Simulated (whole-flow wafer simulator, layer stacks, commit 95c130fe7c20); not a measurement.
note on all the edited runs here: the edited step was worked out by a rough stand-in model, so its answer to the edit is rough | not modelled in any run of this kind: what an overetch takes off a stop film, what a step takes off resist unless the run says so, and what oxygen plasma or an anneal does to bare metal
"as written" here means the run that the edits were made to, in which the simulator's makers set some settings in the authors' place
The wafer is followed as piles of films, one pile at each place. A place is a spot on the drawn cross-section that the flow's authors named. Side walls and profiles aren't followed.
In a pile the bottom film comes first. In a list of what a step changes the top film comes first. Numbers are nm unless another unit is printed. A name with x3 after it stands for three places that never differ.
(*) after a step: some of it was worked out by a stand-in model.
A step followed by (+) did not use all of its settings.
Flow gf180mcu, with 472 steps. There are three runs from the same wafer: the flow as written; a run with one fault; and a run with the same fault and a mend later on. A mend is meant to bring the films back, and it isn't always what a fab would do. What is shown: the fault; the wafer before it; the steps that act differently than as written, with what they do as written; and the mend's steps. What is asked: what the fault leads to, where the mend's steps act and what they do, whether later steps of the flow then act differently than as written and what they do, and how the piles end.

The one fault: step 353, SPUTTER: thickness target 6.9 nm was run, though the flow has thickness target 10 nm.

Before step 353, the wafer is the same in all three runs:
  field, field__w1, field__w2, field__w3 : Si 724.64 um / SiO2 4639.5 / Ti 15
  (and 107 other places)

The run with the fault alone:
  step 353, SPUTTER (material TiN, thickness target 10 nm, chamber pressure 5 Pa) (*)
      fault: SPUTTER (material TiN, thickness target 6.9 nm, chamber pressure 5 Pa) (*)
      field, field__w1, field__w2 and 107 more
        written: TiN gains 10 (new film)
        fault: TiN gains 6.9 (new film)
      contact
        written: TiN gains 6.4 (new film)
        fault: TiN gains 4.42 (new film)
  Steps further on in the flow that do not act as written (1 other step is not shown; it differs only slightly, by no more than 2% or 0.5 nm, whichever is larger):
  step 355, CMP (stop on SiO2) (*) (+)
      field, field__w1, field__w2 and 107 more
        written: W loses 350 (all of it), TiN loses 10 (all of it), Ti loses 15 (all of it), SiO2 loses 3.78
        fault: W loses 350 (all of it), TiN loses 6.9 (all of it), Ti loses 15 (all of it), SiO2 loses 3.75
  The piles end different from the flow's at contact by more than 2% or 0.5 nm, whichever is larger.
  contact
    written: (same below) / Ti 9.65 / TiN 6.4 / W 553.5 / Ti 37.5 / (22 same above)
    fault: (same below) / Ti 9.65 / TiN 4.42 / W 555.5 / Ti 37.5 / (22 same above)

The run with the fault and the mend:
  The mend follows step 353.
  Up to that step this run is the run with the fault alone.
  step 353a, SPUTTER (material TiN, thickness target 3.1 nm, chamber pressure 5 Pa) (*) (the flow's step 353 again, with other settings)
      field, field__w1, field__w2 and 107 more
        TiN gains 3.1
      contact
        TiN gains 1.98
  Later steps of the flow that are run all act as written at every place that is followed.
  At every place that both follow, the piles at the end match the flow's.
